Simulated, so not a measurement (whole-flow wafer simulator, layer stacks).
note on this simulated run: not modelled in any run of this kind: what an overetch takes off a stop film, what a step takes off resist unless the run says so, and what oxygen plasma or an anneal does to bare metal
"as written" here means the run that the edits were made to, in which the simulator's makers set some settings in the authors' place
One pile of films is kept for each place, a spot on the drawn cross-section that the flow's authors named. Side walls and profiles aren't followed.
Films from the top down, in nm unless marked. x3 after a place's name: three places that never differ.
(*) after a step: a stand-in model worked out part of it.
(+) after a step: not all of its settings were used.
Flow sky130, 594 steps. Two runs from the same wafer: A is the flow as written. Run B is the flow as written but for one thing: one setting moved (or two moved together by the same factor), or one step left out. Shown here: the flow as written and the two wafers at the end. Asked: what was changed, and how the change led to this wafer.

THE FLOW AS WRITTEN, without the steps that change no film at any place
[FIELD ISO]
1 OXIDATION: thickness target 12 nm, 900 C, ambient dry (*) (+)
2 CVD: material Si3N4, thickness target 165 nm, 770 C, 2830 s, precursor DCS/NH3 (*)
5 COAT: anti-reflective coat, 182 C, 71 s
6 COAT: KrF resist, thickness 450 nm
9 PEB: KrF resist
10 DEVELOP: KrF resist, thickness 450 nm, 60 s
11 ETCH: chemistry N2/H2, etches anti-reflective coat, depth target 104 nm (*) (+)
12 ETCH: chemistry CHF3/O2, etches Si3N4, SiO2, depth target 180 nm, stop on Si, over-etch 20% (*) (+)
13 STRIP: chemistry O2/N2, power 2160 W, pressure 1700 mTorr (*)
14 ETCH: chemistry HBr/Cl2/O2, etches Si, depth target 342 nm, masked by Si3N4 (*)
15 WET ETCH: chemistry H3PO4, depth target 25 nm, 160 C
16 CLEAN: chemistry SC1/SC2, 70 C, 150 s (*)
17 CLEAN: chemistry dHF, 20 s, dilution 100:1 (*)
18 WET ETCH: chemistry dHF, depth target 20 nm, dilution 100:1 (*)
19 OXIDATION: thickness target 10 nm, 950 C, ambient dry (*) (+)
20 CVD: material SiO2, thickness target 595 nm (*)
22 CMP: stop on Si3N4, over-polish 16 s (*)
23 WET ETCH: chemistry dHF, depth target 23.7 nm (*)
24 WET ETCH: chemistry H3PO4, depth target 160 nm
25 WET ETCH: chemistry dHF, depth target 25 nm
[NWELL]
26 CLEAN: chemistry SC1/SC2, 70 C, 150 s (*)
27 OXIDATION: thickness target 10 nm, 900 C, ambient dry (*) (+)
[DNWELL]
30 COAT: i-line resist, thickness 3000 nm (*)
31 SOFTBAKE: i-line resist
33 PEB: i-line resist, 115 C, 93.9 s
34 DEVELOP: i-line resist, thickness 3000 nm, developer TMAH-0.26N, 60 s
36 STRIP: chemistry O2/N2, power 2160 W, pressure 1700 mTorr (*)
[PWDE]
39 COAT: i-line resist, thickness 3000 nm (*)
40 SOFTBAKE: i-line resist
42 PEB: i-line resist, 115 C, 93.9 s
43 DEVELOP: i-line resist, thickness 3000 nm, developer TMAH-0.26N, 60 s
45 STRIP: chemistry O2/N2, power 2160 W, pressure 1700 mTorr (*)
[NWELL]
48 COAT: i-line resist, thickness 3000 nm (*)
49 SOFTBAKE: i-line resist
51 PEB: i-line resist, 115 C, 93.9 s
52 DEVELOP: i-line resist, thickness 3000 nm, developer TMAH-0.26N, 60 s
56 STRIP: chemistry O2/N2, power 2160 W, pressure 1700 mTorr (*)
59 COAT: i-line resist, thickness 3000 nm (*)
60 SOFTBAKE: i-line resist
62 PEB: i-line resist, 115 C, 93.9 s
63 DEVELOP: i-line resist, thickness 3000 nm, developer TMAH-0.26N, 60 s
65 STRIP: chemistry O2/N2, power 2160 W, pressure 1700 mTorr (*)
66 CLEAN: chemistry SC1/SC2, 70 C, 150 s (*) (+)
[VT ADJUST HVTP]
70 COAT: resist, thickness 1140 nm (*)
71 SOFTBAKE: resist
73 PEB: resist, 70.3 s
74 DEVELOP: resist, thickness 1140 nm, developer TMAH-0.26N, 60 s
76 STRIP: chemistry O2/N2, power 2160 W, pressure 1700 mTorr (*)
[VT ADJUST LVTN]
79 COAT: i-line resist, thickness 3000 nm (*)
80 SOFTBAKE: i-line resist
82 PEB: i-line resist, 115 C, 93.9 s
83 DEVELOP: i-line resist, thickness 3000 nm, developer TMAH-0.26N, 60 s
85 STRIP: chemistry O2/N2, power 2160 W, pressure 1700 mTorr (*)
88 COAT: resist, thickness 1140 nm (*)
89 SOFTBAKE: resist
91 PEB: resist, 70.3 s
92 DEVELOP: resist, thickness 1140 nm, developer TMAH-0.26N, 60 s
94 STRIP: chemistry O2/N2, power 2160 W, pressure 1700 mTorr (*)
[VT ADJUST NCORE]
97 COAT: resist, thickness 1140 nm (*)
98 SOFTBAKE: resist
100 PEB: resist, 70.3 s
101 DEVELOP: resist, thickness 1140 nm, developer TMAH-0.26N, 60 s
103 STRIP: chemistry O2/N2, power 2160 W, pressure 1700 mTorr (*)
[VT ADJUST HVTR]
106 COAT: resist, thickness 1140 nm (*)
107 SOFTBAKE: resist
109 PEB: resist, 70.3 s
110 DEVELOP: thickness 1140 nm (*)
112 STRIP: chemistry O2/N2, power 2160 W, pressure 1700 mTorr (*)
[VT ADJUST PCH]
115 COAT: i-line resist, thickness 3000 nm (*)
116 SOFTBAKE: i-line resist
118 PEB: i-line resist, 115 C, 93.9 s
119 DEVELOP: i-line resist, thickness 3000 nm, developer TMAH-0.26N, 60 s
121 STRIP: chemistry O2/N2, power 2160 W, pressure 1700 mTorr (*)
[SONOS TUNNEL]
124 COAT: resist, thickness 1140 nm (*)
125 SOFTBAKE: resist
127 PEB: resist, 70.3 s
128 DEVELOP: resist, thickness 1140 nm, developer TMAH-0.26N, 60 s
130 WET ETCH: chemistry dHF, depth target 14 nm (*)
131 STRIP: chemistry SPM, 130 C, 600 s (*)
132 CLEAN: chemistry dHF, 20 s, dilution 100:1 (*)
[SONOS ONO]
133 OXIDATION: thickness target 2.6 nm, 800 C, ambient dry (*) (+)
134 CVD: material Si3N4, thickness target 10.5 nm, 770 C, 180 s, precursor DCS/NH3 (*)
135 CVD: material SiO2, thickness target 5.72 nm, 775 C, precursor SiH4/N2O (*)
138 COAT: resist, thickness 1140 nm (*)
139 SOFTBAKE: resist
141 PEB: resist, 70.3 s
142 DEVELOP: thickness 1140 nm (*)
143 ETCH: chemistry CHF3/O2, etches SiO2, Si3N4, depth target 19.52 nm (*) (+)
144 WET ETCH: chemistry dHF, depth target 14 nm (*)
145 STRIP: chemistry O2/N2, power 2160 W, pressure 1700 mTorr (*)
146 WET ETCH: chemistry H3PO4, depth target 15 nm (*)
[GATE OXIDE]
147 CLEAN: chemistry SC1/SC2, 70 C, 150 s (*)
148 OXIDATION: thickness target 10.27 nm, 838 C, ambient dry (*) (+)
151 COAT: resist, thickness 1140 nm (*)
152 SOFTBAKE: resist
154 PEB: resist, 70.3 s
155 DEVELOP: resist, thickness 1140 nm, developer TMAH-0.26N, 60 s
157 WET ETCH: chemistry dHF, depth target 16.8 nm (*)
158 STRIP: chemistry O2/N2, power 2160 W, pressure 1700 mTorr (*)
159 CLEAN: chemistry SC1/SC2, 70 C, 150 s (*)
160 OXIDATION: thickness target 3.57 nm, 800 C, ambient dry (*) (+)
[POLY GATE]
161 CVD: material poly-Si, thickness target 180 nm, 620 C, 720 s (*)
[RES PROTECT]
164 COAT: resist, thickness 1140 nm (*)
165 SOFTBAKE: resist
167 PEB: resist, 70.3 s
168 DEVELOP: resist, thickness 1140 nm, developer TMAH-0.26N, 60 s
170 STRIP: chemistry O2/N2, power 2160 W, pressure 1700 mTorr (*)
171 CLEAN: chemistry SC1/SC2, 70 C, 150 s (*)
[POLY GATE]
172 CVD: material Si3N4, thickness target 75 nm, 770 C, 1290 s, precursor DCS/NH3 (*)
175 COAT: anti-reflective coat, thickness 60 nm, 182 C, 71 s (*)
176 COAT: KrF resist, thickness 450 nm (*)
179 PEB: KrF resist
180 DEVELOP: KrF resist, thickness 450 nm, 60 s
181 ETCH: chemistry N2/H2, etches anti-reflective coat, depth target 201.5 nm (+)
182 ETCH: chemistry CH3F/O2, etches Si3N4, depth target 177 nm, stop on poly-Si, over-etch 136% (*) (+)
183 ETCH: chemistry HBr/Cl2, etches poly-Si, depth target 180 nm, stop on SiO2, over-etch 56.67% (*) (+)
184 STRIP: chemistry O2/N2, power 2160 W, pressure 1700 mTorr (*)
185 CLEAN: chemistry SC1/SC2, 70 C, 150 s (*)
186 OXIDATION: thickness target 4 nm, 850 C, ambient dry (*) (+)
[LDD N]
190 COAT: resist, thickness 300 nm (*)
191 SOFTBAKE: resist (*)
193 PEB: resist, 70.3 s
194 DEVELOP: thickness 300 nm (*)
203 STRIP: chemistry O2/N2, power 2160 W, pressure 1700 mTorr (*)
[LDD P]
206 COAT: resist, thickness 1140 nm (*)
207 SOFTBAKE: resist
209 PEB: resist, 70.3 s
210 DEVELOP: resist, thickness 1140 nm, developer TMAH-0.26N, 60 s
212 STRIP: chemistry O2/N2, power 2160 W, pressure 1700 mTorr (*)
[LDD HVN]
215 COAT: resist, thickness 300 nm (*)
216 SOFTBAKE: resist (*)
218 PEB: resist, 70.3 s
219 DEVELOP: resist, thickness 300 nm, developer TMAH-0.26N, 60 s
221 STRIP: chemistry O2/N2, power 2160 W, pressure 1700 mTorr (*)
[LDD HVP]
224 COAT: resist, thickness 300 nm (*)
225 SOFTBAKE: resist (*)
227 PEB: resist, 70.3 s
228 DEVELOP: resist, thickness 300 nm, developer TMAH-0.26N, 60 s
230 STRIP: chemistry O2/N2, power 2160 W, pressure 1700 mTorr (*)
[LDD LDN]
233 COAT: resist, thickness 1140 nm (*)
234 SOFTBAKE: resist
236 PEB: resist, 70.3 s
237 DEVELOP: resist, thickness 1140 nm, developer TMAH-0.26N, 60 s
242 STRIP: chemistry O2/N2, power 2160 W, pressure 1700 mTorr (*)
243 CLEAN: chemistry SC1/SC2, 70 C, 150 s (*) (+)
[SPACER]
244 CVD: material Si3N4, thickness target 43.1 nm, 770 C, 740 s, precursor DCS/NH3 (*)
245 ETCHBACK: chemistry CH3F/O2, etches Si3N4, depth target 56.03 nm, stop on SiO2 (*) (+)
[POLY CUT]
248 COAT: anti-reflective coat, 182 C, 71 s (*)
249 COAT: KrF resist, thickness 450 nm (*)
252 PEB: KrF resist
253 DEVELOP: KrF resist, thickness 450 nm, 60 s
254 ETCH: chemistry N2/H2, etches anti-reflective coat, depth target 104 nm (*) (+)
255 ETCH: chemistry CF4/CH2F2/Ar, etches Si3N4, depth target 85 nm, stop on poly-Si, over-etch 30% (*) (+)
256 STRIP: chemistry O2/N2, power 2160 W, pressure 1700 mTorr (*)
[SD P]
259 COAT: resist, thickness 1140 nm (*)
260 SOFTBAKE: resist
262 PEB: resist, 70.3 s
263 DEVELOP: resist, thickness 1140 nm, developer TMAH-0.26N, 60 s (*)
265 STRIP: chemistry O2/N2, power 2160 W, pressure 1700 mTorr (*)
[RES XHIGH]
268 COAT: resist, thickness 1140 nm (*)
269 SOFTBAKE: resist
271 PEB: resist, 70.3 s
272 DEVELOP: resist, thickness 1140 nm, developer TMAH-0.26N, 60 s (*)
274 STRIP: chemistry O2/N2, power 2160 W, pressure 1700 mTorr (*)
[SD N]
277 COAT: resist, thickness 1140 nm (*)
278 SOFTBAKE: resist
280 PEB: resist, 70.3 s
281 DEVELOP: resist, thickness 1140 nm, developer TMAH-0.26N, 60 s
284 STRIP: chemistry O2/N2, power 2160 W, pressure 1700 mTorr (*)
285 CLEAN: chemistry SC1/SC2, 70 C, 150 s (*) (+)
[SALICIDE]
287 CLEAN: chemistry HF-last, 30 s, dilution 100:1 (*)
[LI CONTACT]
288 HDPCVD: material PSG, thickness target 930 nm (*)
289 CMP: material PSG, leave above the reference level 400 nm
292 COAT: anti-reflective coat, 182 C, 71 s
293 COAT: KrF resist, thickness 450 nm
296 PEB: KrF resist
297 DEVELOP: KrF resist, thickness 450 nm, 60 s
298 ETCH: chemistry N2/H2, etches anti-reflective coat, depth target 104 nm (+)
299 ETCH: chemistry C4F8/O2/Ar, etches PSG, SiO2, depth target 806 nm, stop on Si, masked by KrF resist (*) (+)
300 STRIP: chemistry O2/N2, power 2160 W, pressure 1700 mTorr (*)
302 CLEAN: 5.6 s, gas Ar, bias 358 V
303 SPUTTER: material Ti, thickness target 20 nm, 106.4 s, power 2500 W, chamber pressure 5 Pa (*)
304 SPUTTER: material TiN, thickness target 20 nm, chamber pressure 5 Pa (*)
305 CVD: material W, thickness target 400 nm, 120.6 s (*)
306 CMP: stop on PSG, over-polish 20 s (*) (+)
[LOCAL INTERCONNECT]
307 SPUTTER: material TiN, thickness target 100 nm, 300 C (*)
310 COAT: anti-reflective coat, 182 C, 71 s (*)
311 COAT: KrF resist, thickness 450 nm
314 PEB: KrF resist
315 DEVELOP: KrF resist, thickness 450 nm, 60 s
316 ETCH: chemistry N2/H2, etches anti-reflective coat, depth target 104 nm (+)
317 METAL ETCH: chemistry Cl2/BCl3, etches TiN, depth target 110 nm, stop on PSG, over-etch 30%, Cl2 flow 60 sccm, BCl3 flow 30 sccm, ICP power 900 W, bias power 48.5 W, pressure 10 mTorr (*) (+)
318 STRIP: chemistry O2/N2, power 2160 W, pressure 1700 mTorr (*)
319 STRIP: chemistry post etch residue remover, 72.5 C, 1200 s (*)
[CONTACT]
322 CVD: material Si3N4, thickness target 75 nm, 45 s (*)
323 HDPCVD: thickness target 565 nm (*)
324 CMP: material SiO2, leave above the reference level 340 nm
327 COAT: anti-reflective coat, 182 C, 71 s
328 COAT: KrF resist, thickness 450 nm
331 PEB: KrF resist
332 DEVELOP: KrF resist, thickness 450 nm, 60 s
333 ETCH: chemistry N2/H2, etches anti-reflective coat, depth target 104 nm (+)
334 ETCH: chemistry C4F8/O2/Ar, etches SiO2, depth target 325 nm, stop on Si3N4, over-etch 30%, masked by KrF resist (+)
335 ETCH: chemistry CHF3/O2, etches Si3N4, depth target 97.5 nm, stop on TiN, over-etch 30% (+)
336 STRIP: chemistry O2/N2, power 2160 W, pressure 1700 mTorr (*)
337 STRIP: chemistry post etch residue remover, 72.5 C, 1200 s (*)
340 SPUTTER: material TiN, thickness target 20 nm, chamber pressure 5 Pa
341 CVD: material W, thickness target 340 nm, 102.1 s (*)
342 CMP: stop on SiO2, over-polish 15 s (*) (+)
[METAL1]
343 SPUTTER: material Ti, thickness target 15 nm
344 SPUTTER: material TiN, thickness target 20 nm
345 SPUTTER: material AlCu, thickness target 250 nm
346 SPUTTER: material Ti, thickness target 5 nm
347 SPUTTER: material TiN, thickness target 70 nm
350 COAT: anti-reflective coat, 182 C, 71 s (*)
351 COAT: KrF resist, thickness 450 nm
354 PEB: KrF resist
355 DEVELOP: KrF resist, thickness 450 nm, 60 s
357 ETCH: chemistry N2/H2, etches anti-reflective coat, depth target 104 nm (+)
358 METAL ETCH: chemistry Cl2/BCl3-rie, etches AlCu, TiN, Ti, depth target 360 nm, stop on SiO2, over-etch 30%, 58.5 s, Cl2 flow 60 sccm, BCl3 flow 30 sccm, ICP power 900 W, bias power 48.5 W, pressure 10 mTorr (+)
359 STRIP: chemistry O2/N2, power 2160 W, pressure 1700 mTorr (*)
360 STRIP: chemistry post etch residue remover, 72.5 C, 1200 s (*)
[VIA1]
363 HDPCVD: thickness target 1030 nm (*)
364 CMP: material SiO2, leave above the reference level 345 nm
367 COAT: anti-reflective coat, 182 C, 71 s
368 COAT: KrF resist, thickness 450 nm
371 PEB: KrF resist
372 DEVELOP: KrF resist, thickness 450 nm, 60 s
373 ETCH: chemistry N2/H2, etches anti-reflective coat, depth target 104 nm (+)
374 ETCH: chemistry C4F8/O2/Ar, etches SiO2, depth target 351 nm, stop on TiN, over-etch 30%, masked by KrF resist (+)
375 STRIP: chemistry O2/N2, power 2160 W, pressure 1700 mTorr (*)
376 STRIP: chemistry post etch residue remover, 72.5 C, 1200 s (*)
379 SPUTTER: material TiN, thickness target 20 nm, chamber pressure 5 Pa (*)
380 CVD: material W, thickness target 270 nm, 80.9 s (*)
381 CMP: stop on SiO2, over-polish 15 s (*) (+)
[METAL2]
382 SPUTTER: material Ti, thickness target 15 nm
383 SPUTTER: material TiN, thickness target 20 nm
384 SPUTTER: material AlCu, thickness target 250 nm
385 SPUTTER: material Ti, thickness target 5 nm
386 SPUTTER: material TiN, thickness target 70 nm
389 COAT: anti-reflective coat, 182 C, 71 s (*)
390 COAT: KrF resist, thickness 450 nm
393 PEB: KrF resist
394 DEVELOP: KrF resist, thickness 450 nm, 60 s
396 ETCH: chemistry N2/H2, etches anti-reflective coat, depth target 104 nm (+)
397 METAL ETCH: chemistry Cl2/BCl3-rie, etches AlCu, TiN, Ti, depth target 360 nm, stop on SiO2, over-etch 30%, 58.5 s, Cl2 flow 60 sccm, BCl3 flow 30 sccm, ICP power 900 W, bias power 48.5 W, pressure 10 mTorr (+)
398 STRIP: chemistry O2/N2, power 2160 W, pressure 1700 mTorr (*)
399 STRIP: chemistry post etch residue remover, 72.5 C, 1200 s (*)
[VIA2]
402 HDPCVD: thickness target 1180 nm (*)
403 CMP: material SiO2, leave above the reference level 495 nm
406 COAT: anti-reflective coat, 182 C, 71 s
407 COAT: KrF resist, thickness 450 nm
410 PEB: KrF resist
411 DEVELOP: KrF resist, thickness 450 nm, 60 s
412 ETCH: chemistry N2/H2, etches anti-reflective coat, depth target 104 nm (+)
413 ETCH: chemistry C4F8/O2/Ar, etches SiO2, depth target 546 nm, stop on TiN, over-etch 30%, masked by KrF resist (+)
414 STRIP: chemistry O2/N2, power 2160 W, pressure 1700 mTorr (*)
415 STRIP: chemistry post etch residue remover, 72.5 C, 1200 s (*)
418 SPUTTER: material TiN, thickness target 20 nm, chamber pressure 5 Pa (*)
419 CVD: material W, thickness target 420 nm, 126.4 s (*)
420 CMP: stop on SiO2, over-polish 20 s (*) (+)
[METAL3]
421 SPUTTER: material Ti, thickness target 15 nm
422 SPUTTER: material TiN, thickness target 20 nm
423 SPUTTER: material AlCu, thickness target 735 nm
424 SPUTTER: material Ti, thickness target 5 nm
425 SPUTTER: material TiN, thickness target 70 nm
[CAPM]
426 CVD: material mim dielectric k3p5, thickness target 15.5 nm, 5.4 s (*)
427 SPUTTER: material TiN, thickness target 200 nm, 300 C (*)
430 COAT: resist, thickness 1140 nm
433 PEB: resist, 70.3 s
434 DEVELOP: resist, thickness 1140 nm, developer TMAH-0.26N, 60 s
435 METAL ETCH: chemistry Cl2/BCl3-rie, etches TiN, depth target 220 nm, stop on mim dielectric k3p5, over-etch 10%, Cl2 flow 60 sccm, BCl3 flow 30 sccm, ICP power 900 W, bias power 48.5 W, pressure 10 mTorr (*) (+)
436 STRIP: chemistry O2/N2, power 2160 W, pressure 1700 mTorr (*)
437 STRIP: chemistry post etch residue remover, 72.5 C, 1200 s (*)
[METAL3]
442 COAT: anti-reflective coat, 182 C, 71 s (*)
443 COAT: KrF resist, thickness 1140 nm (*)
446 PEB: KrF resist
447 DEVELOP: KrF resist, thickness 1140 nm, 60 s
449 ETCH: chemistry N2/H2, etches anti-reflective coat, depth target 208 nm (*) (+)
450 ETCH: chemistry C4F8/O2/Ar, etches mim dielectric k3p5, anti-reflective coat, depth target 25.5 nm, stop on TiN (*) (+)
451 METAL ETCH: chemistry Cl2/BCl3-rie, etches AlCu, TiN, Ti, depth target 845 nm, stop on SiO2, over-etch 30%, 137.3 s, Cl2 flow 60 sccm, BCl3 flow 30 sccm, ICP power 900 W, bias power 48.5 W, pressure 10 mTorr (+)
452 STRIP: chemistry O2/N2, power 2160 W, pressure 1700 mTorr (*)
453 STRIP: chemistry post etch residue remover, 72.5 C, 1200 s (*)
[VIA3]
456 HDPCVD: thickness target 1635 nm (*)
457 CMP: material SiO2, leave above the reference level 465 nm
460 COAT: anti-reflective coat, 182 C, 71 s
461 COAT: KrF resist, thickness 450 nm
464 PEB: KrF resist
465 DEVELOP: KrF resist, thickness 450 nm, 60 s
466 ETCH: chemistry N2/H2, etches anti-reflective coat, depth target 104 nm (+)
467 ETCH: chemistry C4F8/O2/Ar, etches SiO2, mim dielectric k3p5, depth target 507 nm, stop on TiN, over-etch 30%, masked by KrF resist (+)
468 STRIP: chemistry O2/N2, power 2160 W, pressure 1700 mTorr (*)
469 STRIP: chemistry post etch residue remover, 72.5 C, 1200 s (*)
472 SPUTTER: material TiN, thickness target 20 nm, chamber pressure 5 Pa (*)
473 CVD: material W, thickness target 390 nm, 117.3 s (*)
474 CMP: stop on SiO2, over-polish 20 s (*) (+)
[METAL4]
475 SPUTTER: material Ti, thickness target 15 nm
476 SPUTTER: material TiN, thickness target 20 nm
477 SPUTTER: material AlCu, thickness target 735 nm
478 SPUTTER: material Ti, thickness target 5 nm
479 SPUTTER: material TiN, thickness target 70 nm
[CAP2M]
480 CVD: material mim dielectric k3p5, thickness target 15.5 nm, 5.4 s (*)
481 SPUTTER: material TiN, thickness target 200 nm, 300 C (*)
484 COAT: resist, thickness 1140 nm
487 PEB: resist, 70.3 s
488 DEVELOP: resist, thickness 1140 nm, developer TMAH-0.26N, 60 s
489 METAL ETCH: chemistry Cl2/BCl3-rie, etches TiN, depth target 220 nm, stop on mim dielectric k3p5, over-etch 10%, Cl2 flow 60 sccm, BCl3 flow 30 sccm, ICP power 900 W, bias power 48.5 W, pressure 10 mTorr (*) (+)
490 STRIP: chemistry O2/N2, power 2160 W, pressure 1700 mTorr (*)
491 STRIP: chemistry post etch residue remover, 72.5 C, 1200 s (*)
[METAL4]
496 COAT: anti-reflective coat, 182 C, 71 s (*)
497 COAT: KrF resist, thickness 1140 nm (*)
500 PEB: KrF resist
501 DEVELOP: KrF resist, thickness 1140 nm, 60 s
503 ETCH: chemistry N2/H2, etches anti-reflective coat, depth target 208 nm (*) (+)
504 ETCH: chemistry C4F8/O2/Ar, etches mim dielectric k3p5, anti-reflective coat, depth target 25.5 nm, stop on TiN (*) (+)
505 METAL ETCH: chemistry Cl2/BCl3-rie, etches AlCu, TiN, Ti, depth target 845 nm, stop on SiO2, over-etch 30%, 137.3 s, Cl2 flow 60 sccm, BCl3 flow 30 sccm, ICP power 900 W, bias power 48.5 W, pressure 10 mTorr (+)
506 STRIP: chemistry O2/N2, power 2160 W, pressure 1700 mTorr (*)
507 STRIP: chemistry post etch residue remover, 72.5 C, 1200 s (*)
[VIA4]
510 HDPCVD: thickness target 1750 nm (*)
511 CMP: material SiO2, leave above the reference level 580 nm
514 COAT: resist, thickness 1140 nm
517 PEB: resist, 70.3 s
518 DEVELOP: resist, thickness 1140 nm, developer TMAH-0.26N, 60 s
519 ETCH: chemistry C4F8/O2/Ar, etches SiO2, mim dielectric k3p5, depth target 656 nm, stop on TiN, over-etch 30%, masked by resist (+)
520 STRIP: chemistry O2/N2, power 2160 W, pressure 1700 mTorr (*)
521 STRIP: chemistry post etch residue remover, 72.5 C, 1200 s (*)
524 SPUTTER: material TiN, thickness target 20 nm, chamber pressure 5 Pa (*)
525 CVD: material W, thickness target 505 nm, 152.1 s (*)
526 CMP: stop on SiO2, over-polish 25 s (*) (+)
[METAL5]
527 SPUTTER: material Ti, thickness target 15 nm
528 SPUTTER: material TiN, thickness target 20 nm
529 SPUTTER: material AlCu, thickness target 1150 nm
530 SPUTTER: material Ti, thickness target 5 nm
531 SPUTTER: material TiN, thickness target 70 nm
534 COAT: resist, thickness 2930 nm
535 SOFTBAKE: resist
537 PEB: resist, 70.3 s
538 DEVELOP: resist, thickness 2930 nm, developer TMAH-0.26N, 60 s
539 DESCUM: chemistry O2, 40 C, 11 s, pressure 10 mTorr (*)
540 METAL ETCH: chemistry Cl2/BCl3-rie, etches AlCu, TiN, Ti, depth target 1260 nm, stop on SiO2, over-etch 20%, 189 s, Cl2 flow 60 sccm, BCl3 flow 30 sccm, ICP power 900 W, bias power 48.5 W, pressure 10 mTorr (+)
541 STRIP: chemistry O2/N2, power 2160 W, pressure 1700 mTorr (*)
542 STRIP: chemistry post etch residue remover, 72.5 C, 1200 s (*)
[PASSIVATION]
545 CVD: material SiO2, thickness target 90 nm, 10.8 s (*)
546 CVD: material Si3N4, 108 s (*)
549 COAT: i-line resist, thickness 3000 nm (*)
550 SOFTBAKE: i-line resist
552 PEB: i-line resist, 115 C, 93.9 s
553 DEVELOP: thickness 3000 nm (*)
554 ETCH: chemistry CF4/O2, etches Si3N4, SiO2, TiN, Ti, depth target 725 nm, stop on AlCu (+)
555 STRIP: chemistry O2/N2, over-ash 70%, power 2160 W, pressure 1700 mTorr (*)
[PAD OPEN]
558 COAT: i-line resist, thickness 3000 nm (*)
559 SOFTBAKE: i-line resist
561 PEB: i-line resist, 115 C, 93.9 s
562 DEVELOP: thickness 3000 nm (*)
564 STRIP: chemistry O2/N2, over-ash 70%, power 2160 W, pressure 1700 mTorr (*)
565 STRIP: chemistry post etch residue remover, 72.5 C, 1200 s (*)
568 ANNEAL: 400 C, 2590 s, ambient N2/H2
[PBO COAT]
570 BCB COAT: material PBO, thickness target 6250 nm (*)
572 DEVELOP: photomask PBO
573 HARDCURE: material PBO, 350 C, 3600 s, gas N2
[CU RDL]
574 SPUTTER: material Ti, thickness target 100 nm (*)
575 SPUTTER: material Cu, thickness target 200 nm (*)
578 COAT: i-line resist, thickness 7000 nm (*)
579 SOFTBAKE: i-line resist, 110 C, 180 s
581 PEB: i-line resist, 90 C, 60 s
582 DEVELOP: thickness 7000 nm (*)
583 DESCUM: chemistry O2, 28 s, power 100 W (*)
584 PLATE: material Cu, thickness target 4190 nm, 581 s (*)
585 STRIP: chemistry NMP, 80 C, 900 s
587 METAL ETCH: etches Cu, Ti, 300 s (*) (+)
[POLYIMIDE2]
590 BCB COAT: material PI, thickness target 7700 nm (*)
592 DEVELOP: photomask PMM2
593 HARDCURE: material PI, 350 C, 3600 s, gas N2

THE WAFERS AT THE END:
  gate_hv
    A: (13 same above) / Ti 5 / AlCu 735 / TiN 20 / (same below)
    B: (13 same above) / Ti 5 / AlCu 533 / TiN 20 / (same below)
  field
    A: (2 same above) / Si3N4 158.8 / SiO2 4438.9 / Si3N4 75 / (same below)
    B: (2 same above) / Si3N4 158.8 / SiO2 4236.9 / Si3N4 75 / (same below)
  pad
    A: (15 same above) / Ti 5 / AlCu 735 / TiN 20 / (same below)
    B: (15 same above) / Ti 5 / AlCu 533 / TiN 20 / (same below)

The cause: step 423, SPUTTER: thickness target 533 nm was run, where the flow has thickness target 735 nm.
It can be read off the wafer: gate_hv has AlCu 533, and step 423 as written asks for 735 nm.

How the change led to this, step by step:
  423 SPUTTER: material AlCu, thickness target 735 nm
      field, active, n_well and 188 more: A AlCu +735 (new film) | B AlCu +533 (new film)
  451 METAL ETCH: chemistry Cl2/BCl3-rie, etches AlCu, TiN, Ti, depth target 845 nm, stop on SiO2, over-etch 30%, 137.3 s, Cl2 flow 60 sccm, BCl3 flow 30 sccm, ICP power 900 W, bias power 48.5 W, pressure 10 mTorr (+)
      field, gate, spacer and 61 more: A TiN -70 (all of it), Ti -5 (all of it), AlCu -735 (all of it), TiN -20 (all of it), Ti -15 (all of it), SiO2 -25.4 | B TiN -70 (all of it), Ti -5 (all of it), AlCu -533 (all of it), TiN -20 (all of it), Ti -15 (all of it), SiO2 -45.5
      active, vpp_l1ln, via_li1, sonos_guard_hv, iso_guard_nw, rxpo_ln, rpm_encl_urpm: A TiN -70 (all of it), Ti -5 (all of it), AlCu -735 (all of it), TiN -20 (all of it), Ti -15 (all of it), SiO2 -25.3 | B TiN -70 (all of it), Ti -5 (all of it), AlCu -533 (all of it), TiN -20 (all of it), Ti -15 (all of it), SiO2 -45.5
      (and at 14 more places)
  457 CMP: material SiO2, leave above the reference level 465 nm
      field, active, gate and 75 more: A SiO2 -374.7 | B SiO2 -556.5
      vpp_iso1, m1_ln, poly_licon, vpp_l1ln, rpo_hd_licon, via1_hole, m1_ln_cd: A SiO2 -374.7 | B SiO2 -556.4
